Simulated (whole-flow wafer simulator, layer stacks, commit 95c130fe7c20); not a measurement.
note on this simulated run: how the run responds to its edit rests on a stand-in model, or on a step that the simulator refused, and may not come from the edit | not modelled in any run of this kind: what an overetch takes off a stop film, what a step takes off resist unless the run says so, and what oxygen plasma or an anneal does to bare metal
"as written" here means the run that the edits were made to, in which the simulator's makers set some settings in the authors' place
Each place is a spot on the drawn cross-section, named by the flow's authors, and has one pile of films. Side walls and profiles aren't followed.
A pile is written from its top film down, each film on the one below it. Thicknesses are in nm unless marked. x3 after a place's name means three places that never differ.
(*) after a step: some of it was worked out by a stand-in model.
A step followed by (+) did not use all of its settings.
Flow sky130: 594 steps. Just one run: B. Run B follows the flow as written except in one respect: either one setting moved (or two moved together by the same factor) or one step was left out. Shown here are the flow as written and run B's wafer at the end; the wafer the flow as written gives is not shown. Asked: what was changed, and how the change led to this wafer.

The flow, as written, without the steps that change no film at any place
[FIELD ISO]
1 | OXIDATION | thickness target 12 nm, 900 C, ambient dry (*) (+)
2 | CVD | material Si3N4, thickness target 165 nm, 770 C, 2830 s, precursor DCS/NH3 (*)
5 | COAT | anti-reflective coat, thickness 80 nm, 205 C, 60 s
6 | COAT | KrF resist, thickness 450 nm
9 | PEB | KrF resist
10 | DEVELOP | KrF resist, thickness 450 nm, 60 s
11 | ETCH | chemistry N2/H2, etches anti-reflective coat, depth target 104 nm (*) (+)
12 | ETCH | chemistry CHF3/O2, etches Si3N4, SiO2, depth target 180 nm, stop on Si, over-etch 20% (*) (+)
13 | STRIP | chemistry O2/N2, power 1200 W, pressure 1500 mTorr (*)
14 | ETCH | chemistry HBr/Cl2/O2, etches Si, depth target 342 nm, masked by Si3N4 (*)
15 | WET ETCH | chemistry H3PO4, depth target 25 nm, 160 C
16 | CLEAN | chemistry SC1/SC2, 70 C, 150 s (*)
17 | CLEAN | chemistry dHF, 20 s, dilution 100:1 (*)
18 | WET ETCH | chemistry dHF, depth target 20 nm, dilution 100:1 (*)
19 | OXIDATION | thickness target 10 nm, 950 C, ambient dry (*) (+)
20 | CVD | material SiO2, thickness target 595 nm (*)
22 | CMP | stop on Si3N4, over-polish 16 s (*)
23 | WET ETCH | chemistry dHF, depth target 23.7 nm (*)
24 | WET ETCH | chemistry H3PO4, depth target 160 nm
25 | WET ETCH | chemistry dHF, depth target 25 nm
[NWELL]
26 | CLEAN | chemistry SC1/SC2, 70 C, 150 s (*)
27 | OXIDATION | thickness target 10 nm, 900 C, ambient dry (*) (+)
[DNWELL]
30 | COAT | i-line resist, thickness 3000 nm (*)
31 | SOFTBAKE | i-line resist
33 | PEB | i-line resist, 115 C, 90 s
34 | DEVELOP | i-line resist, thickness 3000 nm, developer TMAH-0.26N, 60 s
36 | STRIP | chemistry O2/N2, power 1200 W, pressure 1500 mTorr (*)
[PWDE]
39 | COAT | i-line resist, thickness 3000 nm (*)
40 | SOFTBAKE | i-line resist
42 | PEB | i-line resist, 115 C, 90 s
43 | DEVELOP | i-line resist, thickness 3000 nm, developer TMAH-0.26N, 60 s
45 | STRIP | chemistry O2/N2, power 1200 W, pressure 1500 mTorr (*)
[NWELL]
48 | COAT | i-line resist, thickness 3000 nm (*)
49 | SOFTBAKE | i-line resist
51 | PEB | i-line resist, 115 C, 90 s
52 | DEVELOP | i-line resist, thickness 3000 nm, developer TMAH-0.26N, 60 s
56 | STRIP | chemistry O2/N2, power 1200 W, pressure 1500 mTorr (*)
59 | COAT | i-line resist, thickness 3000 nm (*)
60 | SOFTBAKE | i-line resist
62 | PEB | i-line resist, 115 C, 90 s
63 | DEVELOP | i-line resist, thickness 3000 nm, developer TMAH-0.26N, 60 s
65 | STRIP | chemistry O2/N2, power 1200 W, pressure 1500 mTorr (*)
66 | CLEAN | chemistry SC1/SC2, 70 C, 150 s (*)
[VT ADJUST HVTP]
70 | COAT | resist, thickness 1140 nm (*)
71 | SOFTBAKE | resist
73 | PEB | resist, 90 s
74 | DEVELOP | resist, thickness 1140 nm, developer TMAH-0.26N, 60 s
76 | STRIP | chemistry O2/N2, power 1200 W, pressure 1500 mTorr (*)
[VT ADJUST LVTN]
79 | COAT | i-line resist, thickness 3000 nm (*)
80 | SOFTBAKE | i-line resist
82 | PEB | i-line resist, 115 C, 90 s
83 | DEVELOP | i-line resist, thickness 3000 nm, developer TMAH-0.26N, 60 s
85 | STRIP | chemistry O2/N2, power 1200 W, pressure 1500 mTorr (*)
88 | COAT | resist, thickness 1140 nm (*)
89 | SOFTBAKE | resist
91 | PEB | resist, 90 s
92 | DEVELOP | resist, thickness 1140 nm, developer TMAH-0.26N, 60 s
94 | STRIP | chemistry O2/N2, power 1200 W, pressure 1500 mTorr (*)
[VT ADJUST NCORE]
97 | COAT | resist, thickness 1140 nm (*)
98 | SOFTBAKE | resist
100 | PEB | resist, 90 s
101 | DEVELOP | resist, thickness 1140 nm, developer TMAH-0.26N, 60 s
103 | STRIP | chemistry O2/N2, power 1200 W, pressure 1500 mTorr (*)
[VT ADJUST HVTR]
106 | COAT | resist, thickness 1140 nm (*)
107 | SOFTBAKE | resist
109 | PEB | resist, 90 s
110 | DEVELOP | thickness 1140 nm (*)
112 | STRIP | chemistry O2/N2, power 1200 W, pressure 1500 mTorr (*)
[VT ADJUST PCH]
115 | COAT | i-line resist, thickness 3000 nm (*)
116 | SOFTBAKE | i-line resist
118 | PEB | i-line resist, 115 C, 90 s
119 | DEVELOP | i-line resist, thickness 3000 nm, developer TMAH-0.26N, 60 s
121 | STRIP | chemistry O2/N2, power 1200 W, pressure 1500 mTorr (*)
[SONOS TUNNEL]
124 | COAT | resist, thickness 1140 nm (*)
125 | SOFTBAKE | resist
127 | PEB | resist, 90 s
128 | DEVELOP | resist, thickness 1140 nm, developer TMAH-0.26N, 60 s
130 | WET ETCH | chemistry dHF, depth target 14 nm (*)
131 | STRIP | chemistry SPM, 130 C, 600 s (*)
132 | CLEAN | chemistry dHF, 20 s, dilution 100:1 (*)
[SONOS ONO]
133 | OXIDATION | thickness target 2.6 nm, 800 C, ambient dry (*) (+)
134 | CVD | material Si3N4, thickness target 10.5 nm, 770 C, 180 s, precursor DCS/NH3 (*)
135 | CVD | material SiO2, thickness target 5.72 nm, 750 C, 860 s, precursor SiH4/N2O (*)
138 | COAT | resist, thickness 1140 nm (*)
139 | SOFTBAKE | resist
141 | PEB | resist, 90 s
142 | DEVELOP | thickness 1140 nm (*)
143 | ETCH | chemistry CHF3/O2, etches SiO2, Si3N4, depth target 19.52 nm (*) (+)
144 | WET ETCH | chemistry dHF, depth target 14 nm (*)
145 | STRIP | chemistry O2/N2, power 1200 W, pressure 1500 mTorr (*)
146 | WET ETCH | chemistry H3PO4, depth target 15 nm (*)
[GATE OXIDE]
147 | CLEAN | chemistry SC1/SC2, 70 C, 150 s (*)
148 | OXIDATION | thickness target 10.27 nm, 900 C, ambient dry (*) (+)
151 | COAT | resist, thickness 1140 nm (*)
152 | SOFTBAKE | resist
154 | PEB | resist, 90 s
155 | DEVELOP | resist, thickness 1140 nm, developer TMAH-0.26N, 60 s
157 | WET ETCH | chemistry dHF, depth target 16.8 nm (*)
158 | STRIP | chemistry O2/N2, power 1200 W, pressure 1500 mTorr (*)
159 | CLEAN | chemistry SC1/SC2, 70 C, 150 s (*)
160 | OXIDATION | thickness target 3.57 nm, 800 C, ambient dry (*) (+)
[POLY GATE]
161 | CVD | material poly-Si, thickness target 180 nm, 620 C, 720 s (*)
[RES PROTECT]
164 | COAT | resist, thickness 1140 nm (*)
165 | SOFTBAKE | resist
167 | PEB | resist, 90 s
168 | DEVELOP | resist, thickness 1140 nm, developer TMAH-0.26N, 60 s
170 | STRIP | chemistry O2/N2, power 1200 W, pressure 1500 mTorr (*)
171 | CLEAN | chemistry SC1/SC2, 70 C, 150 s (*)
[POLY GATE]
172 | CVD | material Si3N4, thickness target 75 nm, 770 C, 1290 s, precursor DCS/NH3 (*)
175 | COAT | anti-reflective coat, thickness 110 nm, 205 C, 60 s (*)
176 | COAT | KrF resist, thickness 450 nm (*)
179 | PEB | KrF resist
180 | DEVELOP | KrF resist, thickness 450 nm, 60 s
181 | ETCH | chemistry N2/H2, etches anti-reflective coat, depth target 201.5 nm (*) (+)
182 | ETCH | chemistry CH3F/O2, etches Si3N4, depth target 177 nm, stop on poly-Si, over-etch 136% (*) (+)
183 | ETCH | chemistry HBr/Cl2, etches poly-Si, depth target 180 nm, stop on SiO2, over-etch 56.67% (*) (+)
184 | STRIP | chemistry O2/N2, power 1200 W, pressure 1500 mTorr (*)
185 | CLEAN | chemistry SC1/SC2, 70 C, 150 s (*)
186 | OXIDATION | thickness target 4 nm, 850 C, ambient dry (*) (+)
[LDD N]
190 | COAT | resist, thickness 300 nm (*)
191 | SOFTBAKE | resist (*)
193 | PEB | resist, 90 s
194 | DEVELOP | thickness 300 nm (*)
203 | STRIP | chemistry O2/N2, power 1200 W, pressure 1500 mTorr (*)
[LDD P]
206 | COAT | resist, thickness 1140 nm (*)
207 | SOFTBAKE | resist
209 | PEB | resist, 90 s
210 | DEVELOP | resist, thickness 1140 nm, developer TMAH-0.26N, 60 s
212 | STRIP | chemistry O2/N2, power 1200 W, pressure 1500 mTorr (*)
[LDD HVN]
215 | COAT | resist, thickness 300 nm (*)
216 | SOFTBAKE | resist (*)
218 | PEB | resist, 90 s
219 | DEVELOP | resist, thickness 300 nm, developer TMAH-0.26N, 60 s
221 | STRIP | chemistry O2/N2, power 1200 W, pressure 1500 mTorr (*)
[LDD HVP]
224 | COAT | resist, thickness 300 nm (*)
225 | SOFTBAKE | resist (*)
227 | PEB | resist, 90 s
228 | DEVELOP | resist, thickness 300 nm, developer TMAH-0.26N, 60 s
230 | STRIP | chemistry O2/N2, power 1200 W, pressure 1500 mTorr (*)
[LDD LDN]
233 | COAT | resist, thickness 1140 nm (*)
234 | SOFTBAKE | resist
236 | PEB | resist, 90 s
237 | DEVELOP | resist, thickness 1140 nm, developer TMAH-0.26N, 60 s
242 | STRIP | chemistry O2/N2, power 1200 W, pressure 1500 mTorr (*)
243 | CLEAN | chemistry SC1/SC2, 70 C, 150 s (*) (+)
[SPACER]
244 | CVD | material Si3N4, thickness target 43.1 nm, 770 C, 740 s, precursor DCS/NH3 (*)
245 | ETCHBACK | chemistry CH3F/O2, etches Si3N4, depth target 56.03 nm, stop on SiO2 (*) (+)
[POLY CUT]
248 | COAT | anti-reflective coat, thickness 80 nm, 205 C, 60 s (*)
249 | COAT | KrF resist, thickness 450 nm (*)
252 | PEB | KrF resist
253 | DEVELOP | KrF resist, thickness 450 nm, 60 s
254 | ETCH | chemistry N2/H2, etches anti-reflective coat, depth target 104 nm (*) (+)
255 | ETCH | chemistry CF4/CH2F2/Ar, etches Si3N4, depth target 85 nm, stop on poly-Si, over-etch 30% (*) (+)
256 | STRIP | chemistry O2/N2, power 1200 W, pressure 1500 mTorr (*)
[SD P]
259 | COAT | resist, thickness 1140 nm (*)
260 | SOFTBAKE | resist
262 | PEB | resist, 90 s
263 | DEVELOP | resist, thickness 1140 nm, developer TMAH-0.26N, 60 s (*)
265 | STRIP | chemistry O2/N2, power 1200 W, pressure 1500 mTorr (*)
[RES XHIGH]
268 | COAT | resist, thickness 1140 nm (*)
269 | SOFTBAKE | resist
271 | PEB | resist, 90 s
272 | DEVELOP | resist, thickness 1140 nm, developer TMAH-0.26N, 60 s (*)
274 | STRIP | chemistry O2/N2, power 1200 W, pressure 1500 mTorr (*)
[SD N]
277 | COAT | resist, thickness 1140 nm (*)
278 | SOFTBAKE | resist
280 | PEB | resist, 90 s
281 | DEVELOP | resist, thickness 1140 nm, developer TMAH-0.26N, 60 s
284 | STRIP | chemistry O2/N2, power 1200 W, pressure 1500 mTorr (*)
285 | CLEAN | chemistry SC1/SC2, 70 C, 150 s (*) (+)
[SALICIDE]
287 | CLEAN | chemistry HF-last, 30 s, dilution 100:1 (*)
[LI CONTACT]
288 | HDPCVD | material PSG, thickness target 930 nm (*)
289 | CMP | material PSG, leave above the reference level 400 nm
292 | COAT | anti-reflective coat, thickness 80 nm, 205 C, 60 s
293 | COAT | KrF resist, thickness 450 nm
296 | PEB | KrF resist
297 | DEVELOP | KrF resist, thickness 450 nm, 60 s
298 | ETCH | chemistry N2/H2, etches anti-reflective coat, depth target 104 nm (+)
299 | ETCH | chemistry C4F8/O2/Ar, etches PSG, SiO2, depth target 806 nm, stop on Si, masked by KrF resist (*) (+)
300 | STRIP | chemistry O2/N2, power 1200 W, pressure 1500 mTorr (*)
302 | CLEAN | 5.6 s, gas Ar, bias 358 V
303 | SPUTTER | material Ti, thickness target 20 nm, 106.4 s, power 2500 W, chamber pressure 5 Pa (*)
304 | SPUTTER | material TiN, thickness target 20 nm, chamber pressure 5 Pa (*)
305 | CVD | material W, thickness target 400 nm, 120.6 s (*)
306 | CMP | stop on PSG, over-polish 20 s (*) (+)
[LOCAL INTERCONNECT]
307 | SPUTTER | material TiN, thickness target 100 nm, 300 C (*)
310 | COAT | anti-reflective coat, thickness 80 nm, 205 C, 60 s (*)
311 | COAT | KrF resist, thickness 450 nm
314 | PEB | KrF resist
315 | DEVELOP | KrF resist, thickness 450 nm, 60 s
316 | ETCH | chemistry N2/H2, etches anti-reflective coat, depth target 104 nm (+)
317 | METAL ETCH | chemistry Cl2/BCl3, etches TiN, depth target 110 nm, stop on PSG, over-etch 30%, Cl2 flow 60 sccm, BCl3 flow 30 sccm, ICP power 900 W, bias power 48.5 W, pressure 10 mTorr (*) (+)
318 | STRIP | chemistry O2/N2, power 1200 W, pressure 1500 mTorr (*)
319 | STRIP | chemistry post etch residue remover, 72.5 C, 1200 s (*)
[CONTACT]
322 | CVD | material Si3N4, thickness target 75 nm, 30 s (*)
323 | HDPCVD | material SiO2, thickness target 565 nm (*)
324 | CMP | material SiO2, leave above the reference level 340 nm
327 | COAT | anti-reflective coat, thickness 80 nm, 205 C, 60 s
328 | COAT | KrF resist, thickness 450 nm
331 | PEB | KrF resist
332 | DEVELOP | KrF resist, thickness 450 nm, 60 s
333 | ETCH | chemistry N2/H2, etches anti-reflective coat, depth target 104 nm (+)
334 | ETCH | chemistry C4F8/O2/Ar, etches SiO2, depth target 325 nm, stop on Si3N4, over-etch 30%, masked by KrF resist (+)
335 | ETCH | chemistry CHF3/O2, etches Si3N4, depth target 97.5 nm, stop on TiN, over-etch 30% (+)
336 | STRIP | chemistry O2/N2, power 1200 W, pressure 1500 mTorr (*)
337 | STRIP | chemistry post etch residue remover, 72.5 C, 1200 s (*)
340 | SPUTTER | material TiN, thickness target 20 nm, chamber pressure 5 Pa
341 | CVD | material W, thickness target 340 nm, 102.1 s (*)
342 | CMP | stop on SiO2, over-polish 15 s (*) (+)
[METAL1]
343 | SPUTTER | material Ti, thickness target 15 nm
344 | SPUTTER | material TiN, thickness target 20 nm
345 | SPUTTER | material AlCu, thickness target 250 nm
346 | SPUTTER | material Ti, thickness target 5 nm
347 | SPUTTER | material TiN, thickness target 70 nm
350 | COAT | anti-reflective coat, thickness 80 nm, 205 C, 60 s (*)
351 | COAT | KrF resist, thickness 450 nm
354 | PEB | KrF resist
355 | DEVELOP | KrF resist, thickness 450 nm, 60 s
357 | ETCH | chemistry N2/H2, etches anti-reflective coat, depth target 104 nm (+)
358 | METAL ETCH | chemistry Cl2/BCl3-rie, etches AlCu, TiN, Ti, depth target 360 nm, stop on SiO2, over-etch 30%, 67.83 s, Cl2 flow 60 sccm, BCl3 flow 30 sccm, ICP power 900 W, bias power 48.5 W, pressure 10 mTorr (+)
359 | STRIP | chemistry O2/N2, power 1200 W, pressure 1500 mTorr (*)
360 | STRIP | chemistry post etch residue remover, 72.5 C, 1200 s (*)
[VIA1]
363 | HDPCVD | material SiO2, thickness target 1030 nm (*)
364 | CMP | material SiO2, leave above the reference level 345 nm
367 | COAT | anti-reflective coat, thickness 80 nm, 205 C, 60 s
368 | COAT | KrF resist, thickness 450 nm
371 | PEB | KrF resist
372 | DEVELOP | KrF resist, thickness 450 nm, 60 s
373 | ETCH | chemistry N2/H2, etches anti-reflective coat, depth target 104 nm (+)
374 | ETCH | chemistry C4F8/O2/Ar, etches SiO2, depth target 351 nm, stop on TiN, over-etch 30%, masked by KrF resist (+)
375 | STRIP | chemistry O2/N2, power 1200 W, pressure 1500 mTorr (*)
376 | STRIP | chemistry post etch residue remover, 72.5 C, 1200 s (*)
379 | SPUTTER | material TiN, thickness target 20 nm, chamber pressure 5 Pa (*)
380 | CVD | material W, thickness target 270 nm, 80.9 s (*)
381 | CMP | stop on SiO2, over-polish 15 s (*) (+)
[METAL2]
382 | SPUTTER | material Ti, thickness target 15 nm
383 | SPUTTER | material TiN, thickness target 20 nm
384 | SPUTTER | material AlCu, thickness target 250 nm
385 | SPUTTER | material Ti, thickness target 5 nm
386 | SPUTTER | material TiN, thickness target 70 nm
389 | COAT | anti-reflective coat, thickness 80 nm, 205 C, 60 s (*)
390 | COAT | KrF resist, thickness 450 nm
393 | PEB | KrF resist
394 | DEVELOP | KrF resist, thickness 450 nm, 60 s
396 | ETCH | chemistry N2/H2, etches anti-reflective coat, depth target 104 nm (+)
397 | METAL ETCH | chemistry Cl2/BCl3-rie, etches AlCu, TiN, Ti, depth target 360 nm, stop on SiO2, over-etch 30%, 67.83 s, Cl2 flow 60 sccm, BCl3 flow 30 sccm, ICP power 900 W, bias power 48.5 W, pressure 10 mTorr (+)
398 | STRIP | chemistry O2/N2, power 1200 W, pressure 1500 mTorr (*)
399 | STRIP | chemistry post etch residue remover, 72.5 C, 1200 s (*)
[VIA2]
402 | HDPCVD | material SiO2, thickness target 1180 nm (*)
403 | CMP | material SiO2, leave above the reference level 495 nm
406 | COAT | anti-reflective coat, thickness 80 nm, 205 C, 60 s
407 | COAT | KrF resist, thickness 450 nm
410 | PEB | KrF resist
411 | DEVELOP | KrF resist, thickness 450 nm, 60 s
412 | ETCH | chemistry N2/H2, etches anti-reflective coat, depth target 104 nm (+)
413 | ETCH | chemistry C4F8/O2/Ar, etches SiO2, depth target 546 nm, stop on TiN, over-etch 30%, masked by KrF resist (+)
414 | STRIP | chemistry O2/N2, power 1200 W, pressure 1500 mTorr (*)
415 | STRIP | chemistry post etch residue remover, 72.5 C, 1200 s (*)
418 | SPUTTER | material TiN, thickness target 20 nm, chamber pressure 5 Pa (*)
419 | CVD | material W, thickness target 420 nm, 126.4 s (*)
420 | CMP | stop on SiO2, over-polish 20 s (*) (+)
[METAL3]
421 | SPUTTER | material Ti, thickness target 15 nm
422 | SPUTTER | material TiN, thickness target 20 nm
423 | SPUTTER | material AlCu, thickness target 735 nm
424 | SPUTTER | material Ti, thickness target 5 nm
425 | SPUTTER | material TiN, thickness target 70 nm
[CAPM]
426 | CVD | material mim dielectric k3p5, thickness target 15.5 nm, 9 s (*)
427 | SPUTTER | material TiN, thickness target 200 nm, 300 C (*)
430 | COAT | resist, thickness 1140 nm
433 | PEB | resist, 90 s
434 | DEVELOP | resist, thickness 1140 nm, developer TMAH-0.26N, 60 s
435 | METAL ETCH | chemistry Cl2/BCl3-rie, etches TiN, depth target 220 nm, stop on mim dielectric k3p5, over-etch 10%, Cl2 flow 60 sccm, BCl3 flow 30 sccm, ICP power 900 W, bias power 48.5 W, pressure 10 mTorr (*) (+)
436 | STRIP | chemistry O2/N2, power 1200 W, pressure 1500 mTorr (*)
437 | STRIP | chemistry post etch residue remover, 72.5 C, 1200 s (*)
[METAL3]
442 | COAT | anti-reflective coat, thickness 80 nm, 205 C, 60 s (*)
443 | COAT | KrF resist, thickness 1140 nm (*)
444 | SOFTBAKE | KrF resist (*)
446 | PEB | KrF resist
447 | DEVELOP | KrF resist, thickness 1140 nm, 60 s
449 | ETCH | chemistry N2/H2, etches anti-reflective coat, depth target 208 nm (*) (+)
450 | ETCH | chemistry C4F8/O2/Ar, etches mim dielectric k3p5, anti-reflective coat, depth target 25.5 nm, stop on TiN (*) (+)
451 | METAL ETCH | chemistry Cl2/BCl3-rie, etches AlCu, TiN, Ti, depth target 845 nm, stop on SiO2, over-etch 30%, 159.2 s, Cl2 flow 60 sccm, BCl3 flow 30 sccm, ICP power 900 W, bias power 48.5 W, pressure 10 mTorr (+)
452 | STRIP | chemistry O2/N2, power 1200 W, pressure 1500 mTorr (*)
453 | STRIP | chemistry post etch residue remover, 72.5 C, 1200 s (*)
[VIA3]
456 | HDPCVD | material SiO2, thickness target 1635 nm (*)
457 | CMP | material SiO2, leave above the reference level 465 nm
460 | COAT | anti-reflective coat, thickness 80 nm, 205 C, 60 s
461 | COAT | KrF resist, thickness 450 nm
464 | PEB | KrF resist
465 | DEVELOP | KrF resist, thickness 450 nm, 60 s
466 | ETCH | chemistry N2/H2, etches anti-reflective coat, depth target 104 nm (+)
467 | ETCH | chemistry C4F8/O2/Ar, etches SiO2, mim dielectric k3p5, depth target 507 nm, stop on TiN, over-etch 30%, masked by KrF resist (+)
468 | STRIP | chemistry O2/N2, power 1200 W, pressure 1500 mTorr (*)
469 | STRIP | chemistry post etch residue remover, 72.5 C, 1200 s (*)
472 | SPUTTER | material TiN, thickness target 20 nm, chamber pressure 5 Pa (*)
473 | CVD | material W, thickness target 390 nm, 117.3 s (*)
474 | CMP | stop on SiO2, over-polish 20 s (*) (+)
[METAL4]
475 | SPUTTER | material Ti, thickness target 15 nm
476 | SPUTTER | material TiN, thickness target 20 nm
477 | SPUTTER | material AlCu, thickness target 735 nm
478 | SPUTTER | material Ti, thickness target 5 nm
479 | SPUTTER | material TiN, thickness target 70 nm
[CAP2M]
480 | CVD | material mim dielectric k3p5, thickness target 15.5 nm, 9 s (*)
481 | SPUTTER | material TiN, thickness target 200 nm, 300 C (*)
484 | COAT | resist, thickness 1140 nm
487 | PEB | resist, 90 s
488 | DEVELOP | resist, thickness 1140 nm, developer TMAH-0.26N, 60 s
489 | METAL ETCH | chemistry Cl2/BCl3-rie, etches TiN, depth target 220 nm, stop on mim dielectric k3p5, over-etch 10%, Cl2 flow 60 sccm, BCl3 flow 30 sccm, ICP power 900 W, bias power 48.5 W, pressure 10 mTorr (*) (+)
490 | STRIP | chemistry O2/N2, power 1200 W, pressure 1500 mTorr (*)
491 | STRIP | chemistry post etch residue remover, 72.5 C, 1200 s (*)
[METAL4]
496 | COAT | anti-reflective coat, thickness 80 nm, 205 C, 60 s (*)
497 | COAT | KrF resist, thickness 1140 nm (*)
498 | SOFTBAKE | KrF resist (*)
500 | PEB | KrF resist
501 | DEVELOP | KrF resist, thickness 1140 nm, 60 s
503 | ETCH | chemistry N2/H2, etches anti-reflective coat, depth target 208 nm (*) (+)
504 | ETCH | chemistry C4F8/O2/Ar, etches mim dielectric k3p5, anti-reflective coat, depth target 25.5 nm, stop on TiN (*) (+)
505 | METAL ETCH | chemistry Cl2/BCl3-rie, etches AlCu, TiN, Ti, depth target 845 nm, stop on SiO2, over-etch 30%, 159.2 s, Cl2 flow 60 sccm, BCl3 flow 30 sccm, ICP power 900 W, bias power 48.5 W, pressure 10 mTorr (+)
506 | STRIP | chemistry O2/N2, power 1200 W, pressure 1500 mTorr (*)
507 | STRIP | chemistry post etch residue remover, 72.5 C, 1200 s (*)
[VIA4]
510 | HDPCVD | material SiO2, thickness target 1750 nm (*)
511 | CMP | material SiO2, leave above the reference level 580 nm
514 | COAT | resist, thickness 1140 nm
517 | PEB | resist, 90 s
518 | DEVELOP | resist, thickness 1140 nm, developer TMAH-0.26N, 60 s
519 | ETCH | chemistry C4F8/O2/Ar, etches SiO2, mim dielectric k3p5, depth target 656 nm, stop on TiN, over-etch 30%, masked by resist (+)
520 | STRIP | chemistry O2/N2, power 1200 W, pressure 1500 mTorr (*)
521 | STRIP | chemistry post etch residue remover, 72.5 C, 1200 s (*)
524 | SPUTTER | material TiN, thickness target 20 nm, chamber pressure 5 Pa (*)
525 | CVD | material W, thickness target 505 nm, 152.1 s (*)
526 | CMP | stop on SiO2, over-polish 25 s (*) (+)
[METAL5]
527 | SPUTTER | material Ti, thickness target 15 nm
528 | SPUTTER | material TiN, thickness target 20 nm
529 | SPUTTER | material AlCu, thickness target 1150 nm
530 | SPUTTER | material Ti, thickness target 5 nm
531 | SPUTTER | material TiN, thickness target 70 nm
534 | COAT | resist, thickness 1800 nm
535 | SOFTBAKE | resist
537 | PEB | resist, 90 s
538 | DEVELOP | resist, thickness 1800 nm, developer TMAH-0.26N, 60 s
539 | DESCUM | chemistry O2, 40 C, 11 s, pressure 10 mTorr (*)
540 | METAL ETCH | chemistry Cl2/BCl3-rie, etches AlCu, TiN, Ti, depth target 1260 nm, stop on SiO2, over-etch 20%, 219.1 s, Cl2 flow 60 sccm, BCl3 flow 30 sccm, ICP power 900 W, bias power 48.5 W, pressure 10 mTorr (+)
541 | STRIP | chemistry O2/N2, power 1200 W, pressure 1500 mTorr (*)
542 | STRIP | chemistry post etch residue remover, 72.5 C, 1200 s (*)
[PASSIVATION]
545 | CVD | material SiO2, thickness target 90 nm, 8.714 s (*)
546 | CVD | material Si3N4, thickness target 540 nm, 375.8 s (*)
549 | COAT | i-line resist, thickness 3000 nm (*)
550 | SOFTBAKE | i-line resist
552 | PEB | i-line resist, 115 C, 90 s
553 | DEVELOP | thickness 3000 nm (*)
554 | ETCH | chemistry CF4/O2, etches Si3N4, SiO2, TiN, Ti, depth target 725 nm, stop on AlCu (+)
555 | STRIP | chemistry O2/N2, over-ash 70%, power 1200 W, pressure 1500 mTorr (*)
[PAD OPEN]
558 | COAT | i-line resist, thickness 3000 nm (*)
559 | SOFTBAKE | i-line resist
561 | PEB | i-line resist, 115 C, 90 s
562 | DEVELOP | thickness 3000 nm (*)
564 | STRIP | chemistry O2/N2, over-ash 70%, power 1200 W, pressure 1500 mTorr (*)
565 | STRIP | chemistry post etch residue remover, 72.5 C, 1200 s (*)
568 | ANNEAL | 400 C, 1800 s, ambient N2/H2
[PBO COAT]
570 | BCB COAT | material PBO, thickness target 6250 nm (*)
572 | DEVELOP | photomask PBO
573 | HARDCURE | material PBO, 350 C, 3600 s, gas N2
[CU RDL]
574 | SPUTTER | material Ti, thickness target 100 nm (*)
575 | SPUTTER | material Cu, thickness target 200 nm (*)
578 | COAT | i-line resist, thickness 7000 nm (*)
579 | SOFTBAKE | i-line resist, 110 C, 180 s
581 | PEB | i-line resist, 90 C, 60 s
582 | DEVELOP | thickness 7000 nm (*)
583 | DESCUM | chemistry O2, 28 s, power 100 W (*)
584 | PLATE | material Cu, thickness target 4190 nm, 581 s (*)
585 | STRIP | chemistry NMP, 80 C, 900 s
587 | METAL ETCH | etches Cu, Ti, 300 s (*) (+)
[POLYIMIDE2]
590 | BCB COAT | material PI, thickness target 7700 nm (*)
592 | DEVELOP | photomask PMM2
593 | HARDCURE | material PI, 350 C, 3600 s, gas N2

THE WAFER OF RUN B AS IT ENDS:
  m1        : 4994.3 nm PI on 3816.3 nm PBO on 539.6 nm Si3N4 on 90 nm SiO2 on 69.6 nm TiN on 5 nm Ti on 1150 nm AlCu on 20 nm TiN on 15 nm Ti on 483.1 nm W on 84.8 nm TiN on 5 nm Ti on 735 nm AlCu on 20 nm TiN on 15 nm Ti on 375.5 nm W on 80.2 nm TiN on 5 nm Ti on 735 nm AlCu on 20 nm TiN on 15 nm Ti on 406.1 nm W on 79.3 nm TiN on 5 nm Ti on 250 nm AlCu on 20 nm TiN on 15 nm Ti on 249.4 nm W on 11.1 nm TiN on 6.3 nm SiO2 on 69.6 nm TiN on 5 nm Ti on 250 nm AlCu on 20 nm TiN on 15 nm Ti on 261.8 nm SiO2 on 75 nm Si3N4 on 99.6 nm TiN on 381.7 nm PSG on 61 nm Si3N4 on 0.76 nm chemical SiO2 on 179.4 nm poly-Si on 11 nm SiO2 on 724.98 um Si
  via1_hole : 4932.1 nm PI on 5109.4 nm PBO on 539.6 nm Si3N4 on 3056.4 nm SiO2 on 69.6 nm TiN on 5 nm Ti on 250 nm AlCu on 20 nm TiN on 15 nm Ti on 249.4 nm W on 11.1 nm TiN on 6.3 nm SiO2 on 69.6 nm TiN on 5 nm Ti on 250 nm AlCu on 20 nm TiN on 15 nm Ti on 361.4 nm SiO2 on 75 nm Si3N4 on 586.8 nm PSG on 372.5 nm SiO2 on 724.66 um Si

Cause: step 374, ETCH: depth target 263.5 nm was run, though the flow has depth target 351 nm.

The path from the change to this, step by step:
  374 | ETCH | chemistry C4F8/O2/Ar, etches SiO2, depth target 351 nm, stop on TiN, over-etch 30%, masked by KrF resist (+)
      m1, via1_hole: -263.5 SiO2 (it would be, as written: -269.8 SiO2 (all of it))
      field, active, n_well and 186 more: -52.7 KrF resist (it would be, as written: -70.1 KrF resist)
  375 | STRIP | chemistry O2/N2, power 1200 W, pressure 1500 mTorr (*)
      field, active, n_well and 186 more: -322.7 KrF resist (all of it), -80 anti-reflective coat (all of it) (it would be, as written: -305.3 KrF resist (all of it), -80 anti-reflective coat (all of it))
  379 | SPUTTER | material TiN, thickness target 20 nm, chamber pressure 5 Pa (*)
      m1: +11.1 TiN (new film) (it would be, as written: +11 TiN)
      via1_hole: +11.1 TiN (new film) (it would be, as written: +10.9 TiN)
If metal films that touch count as one body, m1 has 3 bodies (between them, from the top down: SiO2 6.3; SiO2 261.8 / Si3N4 75); the flow as written gives 2 bodies (between them, from the top down: SiO2 261.8 / Si3N4 75).
If metal films that touch count as one body, via1_hole has 2 bodies (between them, from the top down: SiO2 6.3); the flow as written gives 1 body.
